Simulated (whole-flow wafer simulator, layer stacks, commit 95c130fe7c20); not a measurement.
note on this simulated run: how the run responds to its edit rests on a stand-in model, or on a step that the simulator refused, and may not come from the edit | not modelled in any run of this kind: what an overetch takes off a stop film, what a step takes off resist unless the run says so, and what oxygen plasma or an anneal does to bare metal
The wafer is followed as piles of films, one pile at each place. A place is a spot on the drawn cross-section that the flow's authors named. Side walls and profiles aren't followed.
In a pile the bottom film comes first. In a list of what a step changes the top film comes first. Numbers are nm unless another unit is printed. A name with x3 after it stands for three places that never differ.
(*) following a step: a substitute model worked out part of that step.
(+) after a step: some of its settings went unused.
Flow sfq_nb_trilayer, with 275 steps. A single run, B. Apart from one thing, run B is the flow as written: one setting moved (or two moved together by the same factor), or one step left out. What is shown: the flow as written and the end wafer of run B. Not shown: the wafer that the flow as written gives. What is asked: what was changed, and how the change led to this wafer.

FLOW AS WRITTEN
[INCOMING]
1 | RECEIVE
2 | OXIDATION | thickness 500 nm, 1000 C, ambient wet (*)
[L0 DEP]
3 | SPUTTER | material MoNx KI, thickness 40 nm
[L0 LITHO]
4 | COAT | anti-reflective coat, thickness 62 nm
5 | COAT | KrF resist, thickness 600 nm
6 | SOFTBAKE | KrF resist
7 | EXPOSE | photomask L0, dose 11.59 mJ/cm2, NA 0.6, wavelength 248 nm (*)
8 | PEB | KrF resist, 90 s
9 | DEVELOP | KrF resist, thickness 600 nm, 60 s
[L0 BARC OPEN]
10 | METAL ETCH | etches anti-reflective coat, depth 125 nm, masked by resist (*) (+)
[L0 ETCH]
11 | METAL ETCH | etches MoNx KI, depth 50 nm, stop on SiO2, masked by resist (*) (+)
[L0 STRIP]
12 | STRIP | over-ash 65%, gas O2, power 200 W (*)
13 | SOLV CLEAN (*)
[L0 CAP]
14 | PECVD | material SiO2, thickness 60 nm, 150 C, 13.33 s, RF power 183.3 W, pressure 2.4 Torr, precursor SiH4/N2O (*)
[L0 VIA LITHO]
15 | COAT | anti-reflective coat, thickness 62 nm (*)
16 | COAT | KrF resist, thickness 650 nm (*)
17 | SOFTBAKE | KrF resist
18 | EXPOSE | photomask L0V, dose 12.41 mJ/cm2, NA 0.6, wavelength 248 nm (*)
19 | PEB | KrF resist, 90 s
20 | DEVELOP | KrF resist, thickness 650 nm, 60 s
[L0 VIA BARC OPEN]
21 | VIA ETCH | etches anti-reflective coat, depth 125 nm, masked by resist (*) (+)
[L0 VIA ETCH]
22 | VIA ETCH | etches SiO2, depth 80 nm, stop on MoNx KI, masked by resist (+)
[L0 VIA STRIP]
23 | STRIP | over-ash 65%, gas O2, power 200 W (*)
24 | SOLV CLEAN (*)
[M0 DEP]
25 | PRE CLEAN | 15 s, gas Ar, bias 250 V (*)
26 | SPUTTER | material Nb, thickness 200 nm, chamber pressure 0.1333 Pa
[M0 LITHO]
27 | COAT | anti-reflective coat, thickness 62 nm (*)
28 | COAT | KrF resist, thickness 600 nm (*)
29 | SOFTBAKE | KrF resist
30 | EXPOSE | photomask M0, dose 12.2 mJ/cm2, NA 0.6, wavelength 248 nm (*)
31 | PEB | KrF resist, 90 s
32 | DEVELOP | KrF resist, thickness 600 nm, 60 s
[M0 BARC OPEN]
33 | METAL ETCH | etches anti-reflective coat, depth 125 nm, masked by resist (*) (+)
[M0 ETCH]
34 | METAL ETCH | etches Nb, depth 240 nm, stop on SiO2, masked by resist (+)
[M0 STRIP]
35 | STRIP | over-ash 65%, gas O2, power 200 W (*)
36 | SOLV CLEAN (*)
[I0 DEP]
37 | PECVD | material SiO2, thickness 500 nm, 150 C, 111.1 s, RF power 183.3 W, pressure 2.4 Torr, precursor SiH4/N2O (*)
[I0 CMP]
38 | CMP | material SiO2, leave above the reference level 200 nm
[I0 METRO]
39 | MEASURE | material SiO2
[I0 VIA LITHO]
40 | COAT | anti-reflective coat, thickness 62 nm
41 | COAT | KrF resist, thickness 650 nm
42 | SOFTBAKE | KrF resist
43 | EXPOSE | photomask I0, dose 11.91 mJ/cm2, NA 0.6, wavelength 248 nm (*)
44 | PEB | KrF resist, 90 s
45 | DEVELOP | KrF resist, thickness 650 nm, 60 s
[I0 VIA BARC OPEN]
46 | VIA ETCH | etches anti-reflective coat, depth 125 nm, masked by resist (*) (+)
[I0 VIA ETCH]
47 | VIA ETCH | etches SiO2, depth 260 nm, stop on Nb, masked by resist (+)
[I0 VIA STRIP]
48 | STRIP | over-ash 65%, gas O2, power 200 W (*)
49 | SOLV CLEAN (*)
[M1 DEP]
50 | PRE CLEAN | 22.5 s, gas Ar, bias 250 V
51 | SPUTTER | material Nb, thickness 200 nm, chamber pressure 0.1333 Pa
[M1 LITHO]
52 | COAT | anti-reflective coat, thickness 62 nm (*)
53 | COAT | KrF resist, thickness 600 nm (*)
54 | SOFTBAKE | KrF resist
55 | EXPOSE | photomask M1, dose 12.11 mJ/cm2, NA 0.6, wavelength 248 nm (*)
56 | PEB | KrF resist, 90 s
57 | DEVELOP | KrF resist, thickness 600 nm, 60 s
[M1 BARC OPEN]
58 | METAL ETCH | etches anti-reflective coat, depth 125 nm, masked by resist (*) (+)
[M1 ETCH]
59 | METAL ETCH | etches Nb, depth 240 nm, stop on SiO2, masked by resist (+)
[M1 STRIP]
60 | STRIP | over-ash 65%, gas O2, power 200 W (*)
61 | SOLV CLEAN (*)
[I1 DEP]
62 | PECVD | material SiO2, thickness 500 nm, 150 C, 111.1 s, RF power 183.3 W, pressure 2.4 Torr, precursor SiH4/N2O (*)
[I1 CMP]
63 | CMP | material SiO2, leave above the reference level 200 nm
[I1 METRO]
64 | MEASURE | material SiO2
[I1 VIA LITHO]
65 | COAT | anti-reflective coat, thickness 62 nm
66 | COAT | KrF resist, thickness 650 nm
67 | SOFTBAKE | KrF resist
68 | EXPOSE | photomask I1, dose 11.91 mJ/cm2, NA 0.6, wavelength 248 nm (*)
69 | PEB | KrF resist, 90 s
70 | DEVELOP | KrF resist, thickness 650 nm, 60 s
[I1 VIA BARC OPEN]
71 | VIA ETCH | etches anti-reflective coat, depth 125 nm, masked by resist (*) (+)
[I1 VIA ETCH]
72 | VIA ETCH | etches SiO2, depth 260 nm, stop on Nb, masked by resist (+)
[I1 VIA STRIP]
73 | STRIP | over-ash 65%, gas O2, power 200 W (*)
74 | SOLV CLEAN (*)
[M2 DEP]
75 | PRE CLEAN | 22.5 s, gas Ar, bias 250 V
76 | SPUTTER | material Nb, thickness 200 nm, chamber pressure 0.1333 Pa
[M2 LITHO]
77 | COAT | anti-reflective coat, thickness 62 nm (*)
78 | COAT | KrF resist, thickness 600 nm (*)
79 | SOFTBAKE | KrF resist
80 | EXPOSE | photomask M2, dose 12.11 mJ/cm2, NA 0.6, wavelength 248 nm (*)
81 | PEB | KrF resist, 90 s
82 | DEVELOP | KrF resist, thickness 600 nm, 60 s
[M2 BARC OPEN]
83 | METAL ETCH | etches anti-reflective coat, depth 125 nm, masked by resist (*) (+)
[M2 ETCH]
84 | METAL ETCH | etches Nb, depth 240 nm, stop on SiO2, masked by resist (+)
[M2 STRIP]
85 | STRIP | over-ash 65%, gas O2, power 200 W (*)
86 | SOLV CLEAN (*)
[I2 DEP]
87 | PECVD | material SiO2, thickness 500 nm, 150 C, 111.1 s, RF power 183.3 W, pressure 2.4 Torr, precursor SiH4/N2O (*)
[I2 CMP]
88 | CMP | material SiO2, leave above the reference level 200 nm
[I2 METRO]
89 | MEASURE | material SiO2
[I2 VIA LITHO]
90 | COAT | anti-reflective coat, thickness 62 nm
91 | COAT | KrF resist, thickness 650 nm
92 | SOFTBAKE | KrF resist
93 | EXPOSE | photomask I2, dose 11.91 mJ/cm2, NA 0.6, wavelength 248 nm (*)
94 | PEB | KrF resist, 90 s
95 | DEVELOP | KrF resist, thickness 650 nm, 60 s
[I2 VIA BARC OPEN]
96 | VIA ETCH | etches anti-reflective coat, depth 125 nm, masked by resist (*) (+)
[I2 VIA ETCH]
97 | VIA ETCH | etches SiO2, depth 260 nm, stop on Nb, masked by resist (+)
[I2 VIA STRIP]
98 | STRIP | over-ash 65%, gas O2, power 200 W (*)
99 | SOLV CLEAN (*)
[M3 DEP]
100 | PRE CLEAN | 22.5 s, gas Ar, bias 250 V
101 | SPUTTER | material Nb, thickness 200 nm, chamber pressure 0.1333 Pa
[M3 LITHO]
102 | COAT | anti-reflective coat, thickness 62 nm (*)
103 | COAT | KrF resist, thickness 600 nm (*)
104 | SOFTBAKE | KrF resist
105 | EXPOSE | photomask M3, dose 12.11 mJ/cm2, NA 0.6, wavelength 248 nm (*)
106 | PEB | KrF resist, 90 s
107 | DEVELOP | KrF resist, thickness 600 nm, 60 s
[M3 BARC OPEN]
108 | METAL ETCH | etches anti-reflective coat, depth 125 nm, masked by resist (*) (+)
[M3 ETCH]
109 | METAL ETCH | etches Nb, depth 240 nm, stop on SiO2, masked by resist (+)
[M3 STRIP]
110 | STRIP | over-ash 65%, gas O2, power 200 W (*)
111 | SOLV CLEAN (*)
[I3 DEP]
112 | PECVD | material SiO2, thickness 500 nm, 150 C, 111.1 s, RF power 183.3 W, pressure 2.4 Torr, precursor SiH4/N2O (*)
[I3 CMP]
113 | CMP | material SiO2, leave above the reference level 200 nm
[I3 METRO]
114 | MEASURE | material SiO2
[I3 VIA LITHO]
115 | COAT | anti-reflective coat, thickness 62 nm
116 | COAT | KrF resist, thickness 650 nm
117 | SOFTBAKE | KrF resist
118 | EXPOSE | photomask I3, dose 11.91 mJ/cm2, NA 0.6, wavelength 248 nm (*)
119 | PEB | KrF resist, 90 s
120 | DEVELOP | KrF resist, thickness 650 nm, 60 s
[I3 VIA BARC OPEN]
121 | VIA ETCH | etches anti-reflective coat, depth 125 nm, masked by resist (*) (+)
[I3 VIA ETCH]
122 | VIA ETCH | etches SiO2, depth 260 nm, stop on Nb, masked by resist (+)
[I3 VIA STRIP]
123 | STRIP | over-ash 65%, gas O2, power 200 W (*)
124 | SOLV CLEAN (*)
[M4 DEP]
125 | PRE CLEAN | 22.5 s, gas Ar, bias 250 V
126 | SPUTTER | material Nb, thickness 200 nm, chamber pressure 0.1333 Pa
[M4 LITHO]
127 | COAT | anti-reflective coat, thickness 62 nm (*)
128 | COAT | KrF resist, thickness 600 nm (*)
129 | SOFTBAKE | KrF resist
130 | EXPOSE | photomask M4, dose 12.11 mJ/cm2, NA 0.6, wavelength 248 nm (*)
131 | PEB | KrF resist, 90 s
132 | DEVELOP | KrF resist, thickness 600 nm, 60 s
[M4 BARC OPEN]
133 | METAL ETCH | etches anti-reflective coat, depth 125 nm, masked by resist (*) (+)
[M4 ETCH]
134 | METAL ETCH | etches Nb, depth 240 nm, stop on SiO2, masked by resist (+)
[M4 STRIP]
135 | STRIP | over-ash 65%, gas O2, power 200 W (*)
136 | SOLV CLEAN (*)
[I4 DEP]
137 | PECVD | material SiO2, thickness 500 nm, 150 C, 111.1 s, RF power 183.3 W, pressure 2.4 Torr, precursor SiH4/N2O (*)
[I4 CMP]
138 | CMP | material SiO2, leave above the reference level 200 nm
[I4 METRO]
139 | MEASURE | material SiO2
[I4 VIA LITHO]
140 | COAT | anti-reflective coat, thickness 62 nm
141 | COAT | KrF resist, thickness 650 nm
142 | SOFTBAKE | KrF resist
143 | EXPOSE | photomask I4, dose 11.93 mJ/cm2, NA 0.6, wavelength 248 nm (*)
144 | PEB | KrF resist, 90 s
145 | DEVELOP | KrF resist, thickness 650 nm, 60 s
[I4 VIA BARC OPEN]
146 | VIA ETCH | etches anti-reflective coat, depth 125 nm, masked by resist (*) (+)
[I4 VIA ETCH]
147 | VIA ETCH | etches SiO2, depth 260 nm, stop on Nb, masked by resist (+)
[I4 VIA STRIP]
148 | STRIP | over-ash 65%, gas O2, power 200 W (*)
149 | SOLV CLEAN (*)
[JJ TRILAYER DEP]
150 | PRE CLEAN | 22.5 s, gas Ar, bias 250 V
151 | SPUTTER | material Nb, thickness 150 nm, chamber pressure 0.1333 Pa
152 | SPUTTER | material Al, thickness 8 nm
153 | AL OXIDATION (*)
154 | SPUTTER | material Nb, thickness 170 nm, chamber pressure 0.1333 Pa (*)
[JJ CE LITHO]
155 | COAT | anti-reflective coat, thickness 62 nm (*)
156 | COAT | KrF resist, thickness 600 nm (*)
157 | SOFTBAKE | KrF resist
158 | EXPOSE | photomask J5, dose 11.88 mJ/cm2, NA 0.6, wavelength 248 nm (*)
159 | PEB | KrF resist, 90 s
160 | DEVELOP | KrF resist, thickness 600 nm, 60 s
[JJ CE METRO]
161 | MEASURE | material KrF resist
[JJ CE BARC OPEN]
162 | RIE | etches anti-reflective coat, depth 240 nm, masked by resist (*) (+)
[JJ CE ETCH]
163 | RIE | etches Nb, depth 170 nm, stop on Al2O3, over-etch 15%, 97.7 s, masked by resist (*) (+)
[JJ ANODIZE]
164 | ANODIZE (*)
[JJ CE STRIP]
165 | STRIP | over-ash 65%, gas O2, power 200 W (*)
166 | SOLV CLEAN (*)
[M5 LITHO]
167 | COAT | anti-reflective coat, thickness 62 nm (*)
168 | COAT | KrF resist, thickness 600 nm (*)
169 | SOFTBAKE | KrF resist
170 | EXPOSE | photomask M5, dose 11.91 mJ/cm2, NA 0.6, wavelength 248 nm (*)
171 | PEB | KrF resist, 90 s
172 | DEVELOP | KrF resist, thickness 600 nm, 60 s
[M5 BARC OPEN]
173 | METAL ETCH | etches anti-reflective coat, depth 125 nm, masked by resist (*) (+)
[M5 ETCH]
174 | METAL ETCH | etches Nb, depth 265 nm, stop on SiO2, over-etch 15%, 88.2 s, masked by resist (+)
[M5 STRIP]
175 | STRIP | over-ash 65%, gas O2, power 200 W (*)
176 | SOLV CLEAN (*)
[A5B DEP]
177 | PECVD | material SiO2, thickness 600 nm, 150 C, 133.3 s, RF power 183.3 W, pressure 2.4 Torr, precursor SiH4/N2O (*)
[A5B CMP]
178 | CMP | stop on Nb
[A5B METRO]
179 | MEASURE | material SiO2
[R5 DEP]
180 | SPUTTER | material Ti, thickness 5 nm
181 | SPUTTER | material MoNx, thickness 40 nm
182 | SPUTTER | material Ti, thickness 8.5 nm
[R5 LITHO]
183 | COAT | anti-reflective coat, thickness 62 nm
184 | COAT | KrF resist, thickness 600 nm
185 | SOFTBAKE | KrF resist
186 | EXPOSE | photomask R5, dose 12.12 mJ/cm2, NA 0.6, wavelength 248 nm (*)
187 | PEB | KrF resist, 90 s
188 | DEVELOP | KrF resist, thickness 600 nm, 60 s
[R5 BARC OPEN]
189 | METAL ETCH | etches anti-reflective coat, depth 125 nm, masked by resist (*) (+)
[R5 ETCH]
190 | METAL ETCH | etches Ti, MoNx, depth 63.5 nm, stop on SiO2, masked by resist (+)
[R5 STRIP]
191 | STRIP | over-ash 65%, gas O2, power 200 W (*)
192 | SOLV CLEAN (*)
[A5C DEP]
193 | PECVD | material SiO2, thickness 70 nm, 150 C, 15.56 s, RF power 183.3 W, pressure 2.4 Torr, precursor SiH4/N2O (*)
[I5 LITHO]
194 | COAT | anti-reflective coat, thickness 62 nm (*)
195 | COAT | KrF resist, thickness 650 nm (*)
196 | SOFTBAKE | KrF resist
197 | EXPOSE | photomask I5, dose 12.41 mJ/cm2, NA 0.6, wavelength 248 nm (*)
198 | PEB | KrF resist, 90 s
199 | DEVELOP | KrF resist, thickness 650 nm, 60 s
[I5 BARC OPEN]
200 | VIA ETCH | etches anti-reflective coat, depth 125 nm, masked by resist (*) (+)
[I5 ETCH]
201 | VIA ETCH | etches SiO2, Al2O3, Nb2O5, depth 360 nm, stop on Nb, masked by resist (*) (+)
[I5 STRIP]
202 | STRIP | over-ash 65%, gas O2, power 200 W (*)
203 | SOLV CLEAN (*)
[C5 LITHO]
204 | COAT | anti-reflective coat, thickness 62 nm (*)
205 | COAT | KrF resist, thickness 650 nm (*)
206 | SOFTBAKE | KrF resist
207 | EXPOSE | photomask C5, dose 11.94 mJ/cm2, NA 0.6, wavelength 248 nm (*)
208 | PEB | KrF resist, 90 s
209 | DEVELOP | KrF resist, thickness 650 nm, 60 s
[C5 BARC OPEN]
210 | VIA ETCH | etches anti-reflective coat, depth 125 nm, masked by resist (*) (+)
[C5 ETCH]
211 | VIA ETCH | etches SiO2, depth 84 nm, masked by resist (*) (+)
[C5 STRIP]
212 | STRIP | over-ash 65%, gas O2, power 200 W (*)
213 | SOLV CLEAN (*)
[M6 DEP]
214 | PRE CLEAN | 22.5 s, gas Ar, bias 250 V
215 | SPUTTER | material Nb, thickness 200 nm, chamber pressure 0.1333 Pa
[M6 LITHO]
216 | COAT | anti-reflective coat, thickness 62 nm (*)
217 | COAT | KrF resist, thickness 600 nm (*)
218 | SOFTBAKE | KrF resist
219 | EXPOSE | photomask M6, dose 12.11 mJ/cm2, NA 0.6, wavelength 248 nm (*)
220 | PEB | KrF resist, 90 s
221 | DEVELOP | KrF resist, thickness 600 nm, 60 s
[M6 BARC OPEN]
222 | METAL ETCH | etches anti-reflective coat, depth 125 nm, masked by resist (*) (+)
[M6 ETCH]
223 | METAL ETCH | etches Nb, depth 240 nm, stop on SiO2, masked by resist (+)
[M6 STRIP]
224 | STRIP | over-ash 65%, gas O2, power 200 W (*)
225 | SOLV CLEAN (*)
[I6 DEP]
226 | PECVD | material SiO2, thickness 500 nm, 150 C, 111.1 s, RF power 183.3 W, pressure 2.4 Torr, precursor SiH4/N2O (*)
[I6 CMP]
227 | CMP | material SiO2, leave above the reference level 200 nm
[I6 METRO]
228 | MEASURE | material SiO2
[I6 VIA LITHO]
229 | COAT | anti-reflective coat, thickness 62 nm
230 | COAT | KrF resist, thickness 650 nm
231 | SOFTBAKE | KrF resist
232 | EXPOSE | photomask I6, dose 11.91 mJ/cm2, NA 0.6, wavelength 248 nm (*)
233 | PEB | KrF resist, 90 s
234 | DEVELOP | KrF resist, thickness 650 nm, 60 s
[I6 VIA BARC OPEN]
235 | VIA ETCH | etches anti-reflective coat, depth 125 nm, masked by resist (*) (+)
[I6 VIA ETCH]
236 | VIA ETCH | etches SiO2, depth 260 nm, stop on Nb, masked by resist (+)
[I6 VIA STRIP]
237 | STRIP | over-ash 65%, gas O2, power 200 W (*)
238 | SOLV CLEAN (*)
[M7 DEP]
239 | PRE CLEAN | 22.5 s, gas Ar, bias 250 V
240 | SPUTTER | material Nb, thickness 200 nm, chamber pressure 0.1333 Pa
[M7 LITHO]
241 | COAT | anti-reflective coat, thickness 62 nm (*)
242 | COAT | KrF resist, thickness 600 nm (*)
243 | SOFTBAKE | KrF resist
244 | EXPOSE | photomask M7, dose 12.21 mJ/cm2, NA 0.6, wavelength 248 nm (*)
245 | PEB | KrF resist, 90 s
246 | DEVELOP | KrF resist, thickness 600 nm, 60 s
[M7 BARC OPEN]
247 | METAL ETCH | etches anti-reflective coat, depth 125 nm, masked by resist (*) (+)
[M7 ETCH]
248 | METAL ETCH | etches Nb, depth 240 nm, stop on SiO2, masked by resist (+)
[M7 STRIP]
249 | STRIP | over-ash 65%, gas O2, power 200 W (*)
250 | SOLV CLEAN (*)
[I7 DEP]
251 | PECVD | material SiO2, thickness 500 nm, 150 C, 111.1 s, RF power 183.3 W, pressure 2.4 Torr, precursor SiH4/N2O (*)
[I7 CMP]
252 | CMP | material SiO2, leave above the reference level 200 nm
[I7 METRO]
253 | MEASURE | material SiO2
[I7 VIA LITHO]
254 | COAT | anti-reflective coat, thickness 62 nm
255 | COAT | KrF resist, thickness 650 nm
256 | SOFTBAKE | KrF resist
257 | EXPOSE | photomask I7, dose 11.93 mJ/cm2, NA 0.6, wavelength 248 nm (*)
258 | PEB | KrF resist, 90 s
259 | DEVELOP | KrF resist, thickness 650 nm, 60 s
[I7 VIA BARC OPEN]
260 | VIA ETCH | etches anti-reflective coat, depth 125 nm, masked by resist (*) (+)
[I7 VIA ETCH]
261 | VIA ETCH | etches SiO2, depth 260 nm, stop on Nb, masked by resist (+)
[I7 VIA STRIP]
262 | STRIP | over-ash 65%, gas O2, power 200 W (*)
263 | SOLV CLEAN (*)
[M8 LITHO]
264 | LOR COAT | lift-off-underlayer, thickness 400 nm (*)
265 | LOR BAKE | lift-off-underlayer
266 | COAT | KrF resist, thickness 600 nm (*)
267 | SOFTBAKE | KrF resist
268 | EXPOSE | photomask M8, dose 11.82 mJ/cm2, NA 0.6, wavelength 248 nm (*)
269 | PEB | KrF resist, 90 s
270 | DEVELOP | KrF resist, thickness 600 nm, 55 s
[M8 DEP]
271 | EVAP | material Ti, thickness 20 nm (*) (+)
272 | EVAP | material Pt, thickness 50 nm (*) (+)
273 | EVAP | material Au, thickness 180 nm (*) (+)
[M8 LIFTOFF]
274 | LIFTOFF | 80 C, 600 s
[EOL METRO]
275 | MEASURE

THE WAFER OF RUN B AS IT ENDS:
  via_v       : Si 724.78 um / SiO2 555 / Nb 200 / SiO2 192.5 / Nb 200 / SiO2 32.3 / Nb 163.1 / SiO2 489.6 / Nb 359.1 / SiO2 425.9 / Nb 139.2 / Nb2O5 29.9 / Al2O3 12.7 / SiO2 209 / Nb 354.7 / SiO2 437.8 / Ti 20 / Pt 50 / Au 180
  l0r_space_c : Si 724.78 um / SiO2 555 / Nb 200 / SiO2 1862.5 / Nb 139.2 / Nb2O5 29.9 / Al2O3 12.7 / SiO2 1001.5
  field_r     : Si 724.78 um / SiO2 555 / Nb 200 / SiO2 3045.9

The reason: step 63, CMP: leave above the reference level 300 nm was run, whereas the flow has leave above the reference level 200 nm.

The path from the change to this, step by step:
  63 | CMP | material SiO2, leave above the reference level 200 nm
      field_l, be, be_sur and 72 more: nothing (in the flow as written it would be: -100 SiO2)
      lsp_m, ln_m6, lsp_r, l0_sur, l0v: nothing (in the flow as written it would be: -94.9 SiO2)
      (as well as at 26 more places)
  72 | VIA ETCH | etches SiO2, depth 260 nm, stop on Nb, masked by resist (+)
      via_v: -260 SiO2 (in the flow as written it would be: -199.8 SiO2 (all of it))
  75 | PRE CLEAN | 22.5 s, gas Ar, bias 250 V
      via_v: -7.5 SiO2 (in the flow as written it would be: -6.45 Nb)
  76 | SPUTTER | material Nb, thickness 200 nm, chamber pressure 0.1333 Pa
      via_v: +163.1 Nb (new film) (in the flow as written it would be: +174.5 Nb)
  77 | COAT | anti-reflective coat, thickness 62 nm (*)
      via_sp: +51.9 anti-reflective coat (new film) (in the flow as written it would be: +53.2 anti-reflective coat (new film))
      via_v: +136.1 anti-reflective coat (new film) (in the flow as written it would be: +123.1 anti-reflective coat (new film))
      (as well as at 1 more place)
  78 | COAT | KrF resist, thickness 600 nm (*)
      via_v: +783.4 KrF resist (new film) (in the flow as written it would be: +733.7 KrF resist (new film))
  85 | STRIP | over-ash 65%, gas O2, power 200 W (*)
      via_sp: -370.3 KrF resist (all of it), -51.9 anti-reflective coat (all of it) (in the flow as written it would be: -374.4 KrF resist (all of it), -53.2 anti-reflective coat (all of it))
      via_v: -565.3 KrF resist (all of it), -136.1 anti-reflective coat (all of it) (in the flow as written it would be: -515.8 KrF resist (all of it), -123.1 anti-reflective coat (all of it))
      (as well as at 1 more place)
  87 | PECVD | material SiO2, thickness 500 nm, 150 C, 111.1 s, RF power 183.3 W, pressure 2.4 Torr, precursor SiH4/N2O (*)
      via_v: +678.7 SiO2 (new film) (in the flow as written it would be: +606 SiO2 (new film))
  88 | CMP | material SiO2, leave above the reference level 200 nm
      lsp_m, ln_m6, lsp_r, l0_sur, l0v: -94.9 SiO2 (in the flow as written it would be: -100 SiO2)
Taking metal films that touch as one body, via_v has 7 bodies (between them, from the top down: SiO2 437.8; SiO2 209 / Al2O3 12.7 / Nb2O5 29.9; SiO2 425.9; SiO2 489.6; SiO2 32.3; SiO2 192.5); the flow as written gives 6 bodies (between them, from the top down: SiO2 437.8; SiO2 209 / Al2O3 12.7 / Nb2O5 29.9; SiO2 425.9; SiO2 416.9; SiO2 192.5).
